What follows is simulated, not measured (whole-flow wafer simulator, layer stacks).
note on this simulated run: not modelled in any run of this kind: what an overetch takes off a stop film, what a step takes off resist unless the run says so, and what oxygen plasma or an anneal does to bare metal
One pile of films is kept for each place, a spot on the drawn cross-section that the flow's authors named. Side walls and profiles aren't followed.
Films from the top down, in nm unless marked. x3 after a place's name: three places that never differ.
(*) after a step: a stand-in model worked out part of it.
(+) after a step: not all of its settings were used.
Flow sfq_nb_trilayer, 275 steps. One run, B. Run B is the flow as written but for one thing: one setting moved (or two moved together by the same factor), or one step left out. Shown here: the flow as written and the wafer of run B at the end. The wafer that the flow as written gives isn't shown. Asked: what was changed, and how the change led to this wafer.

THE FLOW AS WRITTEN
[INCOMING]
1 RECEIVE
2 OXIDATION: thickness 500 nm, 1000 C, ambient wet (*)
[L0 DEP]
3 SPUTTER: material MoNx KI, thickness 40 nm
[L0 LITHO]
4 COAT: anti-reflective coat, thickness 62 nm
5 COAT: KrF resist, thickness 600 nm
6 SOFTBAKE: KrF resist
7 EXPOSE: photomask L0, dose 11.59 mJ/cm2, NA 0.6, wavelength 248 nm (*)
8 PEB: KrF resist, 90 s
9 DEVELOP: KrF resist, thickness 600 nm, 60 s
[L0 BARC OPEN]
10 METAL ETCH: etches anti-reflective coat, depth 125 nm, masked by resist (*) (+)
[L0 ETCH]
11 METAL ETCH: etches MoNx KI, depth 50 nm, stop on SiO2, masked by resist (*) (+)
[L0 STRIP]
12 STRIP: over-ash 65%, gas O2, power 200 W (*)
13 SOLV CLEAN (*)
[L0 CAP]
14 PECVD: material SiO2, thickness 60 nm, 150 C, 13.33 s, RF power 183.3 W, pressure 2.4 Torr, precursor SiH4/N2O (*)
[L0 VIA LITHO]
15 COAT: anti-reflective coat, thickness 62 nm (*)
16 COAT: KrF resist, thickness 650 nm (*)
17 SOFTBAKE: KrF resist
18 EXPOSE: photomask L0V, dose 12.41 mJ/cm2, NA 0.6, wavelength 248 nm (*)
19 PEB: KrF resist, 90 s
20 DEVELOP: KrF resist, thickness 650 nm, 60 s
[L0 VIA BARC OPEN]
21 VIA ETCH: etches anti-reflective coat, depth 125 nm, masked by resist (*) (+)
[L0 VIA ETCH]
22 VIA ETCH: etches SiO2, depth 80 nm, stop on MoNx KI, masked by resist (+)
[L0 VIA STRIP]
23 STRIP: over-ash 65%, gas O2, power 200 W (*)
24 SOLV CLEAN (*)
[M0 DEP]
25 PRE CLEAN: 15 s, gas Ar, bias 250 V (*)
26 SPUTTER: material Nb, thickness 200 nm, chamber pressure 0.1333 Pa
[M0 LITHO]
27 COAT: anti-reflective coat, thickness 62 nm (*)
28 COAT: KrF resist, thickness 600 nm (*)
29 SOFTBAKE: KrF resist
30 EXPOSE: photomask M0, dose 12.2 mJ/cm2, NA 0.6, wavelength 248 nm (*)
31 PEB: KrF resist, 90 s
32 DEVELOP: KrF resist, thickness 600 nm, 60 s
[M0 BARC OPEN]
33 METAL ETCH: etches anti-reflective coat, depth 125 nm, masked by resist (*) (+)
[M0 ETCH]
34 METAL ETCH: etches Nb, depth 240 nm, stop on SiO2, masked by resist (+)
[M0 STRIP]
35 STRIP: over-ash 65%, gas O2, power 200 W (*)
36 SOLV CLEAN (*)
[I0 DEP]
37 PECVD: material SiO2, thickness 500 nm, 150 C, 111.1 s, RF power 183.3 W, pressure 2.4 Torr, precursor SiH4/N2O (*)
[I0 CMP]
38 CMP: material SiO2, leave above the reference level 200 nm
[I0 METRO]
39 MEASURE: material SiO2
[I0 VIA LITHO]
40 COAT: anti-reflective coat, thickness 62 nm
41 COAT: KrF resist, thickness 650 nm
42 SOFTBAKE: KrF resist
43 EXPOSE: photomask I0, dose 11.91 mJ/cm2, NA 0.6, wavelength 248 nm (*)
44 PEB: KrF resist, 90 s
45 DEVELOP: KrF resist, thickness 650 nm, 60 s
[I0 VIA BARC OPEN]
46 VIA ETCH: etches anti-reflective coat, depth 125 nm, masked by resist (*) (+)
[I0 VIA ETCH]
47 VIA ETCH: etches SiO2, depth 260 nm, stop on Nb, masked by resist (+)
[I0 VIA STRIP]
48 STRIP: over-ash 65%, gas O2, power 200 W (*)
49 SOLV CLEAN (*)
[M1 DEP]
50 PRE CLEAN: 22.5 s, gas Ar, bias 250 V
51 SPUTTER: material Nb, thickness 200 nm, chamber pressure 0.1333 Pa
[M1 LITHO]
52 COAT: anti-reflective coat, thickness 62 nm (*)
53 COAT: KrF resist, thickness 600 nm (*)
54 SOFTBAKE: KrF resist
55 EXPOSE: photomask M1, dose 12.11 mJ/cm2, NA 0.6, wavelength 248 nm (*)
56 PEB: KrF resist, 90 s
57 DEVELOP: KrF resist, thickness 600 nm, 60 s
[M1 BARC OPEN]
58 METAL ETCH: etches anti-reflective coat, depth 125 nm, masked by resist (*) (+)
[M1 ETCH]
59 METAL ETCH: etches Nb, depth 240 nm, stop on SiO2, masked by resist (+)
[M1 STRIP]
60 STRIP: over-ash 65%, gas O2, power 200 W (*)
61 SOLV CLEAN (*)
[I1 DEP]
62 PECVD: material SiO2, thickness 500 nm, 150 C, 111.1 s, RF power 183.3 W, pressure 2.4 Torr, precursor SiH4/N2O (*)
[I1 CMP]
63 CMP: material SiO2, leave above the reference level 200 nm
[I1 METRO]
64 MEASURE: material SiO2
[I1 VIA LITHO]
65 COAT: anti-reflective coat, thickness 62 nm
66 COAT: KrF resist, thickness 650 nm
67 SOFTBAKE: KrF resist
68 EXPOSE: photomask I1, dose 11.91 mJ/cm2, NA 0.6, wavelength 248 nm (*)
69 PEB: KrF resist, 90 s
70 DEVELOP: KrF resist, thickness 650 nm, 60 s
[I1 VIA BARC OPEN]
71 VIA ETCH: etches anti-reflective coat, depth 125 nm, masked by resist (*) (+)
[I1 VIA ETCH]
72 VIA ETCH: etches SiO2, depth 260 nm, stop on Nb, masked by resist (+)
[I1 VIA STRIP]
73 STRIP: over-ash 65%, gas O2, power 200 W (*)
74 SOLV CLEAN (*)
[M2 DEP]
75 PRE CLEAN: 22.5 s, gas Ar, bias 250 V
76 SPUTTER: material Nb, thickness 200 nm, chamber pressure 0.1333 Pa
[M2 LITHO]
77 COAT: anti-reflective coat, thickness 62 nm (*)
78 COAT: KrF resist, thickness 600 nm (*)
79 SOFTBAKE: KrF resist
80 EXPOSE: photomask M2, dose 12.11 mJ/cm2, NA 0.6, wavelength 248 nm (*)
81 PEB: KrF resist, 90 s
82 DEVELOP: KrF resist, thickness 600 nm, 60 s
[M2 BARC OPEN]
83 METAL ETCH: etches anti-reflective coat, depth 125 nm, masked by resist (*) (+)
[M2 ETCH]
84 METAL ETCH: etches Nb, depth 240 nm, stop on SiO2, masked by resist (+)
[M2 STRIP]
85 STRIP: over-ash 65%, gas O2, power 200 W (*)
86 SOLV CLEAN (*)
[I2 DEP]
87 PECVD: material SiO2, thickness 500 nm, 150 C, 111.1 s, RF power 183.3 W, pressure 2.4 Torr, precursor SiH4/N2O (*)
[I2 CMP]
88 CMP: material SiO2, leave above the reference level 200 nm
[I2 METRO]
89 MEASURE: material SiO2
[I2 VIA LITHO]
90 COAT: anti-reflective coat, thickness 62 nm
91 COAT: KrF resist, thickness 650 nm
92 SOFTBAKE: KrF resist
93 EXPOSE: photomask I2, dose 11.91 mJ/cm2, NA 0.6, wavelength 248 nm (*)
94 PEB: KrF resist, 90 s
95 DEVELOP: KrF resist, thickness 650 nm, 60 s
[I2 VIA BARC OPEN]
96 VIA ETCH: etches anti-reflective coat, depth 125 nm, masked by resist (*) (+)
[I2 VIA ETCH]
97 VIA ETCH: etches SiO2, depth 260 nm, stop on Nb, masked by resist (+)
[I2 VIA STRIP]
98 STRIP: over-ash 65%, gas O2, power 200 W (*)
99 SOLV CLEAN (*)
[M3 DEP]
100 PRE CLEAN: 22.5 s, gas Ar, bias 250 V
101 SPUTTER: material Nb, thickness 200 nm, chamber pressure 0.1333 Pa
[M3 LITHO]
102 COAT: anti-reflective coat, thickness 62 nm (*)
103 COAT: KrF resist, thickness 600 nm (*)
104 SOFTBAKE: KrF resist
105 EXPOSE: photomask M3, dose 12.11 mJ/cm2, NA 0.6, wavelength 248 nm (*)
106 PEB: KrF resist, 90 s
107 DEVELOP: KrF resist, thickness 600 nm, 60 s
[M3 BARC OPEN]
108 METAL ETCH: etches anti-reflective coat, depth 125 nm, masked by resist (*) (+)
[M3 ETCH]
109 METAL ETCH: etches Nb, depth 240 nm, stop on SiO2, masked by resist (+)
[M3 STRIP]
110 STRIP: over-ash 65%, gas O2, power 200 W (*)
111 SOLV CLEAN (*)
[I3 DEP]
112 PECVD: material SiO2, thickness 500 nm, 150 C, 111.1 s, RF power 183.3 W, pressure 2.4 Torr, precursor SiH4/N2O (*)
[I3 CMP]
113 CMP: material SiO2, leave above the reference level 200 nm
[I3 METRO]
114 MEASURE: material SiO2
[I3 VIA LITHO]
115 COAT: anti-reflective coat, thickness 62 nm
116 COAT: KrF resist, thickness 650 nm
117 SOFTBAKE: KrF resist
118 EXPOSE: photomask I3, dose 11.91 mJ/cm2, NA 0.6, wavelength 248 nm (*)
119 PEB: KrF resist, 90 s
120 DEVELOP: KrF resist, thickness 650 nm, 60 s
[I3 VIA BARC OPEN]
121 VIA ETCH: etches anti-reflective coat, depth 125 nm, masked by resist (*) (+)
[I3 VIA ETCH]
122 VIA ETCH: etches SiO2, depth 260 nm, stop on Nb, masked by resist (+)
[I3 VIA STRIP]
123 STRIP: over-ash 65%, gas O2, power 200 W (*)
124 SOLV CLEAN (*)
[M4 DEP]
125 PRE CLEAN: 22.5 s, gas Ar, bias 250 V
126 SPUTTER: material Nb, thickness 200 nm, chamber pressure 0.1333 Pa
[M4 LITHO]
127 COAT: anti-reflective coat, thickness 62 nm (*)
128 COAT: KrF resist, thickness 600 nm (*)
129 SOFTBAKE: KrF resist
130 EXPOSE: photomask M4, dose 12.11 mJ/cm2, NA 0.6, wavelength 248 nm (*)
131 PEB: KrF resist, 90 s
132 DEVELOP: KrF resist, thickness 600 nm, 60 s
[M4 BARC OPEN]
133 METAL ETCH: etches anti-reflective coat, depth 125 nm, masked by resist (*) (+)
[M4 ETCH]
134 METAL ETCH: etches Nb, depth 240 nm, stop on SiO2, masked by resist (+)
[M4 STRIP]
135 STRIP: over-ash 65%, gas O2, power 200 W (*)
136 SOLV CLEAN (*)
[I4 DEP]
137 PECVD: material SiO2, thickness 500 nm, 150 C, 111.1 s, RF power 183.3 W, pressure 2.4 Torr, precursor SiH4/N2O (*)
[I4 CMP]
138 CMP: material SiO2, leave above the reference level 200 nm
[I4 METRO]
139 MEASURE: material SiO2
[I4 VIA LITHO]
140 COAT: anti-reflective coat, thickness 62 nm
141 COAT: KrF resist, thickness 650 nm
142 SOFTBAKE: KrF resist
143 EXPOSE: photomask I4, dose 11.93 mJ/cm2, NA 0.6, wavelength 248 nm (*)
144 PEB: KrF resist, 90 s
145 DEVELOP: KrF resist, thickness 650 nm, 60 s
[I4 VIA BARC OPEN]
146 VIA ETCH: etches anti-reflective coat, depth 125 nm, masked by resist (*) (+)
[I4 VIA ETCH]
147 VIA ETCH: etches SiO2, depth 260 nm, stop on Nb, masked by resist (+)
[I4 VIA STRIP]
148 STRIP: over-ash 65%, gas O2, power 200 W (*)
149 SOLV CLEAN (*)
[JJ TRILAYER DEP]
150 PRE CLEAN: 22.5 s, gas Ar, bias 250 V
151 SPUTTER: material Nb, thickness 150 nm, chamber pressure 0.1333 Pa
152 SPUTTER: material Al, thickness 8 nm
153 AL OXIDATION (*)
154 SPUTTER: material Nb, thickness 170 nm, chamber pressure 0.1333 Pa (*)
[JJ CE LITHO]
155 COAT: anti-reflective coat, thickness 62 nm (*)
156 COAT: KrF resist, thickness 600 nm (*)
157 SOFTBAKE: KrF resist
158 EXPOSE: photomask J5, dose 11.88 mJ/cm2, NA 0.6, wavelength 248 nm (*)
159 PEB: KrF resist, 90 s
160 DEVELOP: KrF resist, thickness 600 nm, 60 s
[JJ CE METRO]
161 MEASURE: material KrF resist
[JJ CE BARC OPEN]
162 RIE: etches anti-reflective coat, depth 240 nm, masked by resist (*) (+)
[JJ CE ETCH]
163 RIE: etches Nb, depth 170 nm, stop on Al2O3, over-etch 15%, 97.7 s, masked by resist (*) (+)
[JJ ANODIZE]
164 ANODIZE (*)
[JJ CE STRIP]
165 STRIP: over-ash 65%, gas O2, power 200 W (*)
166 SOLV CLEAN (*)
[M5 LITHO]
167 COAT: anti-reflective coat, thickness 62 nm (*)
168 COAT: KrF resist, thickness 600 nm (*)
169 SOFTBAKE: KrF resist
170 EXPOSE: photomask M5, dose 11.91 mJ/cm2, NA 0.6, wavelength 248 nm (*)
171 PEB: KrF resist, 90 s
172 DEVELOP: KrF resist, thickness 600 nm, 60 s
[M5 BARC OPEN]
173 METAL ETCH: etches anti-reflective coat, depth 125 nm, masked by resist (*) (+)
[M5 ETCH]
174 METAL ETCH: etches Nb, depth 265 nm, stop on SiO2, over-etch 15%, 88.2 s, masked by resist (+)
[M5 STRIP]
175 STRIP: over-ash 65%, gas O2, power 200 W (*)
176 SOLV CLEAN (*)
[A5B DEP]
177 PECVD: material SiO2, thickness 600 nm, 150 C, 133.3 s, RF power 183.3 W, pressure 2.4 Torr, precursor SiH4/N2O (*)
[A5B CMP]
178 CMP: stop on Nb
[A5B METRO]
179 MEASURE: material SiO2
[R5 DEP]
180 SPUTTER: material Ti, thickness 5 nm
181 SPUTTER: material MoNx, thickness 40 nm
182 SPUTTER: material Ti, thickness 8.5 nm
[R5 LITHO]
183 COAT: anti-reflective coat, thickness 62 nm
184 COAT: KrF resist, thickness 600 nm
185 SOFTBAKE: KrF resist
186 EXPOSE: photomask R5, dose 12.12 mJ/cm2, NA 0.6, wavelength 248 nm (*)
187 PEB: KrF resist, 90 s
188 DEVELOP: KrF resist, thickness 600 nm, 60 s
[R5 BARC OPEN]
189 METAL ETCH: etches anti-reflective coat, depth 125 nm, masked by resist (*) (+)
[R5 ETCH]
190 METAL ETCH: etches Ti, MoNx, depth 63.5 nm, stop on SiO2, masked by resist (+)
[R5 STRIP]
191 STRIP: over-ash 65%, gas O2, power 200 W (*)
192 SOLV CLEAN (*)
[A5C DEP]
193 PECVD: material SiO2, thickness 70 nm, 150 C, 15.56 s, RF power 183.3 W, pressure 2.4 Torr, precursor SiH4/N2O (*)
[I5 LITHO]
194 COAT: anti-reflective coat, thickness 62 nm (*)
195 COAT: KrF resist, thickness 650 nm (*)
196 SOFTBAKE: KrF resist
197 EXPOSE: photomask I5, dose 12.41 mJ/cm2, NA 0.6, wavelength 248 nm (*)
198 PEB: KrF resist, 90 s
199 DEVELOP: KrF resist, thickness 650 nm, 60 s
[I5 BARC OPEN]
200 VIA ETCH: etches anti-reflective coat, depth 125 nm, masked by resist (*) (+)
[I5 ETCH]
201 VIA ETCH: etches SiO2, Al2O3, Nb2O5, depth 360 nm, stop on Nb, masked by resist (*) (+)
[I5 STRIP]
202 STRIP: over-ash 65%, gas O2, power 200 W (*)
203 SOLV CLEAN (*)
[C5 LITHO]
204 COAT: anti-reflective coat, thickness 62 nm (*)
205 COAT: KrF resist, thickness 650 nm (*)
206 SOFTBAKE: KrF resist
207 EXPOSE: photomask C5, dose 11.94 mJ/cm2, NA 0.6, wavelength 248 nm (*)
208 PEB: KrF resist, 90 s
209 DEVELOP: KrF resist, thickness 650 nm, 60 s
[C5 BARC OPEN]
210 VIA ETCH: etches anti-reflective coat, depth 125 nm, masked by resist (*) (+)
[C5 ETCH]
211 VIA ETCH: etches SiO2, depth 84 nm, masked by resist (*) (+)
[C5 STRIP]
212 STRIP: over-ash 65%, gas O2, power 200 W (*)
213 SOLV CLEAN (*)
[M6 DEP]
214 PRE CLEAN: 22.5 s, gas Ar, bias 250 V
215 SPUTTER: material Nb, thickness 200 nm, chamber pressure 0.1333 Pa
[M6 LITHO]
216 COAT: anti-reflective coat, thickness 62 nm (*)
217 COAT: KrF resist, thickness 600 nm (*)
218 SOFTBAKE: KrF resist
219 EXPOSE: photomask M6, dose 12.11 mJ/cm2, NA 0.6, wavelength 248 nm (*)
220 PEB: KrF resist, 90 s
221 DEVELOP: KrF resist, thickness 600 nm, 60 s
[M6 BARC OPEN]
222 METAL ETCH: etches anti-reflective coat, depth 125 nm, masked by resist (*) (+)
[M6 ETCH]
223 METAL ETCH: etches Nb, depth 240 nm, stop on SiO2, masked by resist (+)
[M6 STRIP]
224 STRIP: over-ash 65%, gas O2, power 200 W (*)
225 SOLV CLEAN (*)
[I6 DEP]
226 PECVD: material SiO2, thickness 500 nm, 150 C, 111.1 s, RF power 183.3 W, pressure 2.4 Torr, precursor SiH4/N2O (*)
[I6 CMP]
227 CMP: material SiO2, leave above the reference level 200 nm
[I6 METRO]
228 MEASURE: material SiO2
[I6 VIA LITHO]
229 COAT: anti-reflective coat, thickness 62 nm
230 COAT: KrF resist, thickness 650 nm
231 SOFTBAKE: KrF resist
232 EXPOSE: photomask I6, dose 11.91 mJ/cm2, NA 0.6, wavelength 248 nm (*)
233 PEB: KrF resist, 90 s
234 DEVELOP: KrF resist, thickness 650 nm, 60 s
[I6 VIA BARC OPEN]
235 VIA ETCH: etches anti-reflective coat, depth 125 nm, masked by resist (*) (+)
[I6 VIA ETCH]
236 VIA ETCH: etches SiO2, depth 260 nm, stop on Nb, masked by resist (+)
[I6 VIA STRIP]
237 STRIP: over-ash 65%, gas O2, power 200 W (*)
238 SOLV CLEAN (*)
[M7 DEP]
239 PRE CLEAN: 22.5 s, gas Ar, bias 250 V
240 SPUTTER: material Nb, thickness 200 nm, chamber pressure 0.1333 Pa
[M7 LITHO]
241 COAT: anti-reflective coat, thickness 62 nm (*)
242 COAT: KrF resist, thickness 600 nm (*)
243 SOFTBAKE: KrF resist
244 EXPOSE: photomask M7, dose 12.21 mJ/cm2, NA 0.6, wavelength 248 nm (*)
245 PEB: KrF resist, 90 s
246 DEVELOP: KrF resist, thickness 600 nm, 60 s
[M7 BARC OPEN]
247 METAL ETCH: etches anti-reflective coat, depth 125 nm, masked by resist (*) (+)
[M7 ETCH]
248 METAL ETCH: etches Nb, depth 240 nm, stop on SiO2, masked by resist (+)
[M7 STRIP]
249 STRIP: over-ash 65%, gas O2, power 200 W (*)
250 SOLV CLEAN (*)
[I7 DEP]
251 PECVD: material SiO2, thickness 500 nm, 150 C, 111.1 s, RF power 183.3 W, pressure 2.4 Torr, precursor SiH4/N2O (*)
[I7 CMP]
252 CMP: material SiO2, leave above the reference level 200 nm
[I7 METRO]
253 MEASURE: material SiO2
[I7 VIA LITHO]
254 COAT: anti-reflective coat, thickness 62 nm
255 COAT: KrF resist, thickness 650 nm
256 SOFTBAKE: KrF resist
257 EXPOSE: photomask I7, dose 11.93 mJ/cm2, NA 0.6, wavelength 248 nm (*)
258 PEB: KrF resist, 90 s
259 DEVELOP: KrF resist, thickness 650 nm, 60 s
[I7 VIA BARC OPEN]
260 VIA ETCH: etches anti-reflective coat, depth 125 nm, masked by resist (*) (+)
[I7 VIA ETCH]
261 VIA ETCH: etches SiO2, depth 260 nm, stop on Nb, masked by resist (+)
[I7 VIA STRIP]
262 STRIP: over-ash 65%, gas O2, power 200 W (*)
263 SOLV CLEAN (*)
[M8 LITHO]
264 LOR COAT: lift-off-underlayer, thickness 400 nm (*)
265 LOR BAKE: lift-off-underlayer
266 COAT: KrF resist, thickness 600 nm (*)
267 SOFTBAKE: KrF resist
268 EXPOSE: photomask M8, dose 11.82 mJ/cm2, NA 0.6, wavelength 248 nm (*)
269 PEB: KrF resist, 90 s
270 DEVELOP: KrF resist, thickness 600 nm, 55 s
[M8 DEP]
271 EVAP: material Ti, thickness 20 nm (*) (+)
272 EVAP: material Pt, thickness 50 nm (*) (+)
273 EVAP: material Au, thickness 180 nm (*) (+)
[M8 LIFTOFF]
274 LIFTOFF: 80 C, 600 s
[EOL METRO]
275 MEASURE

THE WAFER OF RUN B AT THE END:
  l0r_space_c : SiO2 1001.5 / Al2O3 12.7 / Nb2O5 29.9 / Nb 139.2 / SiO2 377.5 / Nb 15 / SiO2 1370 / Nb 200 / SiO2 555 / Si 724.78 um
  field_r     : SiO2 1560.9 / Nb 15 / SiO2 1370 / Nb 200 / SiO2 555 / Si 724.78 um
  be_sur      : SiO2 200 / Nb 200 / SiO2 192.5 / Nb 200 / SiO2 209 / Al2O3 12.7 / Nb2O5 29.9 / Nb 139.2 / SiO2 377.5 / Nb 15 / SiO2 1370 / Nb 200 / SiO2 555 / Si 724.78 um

The cause: step 134, METAL ETCH: depth 185 nm was run, where the flow has depth 240 nm.

How the change led to this, step by step:
  134 METAL ETCH: etches Nb, depth 240 nm, stop on SiO2, masked by resist (+)
      field_l, be, be_sur and 64 more: Nb -185 (as written it would be: Nb -200 (all of it))
      v_sur, via_wl, via_w and 36 more: KrF resist -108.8 (as written it would be: KrF resist -141.2)
  135 STRIP: over-ash 65%, gas O2, power 200 W (*)
      p4_fl, p4_fm, p4_w1 and 26 more: KrF resist -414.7 (all of it), anti-reflective coat -62 (all of it) (as written it would be: KrF resist -382.4 (all of it), anti-reflective coat -62 (all of it))
      ln_m5, lsp_m, ln_m6: KrF resist -414.3 (all of it), anti-reflective coat -61.8 (all of it) (as written it would be: KrF resist -381.9 (all of it), anti-reflective coat -61.8 (all of it))
      (and at 7 more places)
  137 PECVD: material SiO2, thickness 500 nm, 150 C, 111.1 s, RF power 183.3 W, pressure 2.4 Torr, precursor SiH4/N2O (*)
      field_l, be, be_sur and 55 more: SiO2 +500 (new film) (as written it would be: SiO2 +500)
      p3_s0, p3_s1, p3_s2, p3_s3, p3_s4, p3_s5: SiO2 +542.1 (new film) (as written it would be: SiO2 +557.1)
      (and at 3 more places)
  138 CMP: material SiO2, leave above the reference level 200 nm
      field_l, be, be_sur and 55 more: SiO2 -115 (as written it would be: SiO2 -100)
      lsp_r, l0_sur, l0v: SiO2 -107.5 (as written it would be: SiO2 -91.9)
Counting metal films that touch as one body, l0r_space_c has 3 bodies (between them, from the top down: SiO2 377.5; SiO2 1370); the flow as written gives 2 bodies (between them, from the top down: SiO2 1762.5).
Counting metal films that touch as one body, field_r has 2 bodies (between them, from the top down: SiO2 1370); the flow as written gives 1 body.
Counting metal films that touch as one body, be_sur has 5 bodies (between them, from the top down: SiO2 192.5; SiO2 209 / Al2O3 12.7 / Nb2O5 29.9; SiO2 377.5; SiO2 1370); the flow as written gives 4 bodies (between them, from the top down: SiO2 192.5; SiO2 209 / Al2O3 12.7 / Nb2O5 29.9; SiO2 1762.5).
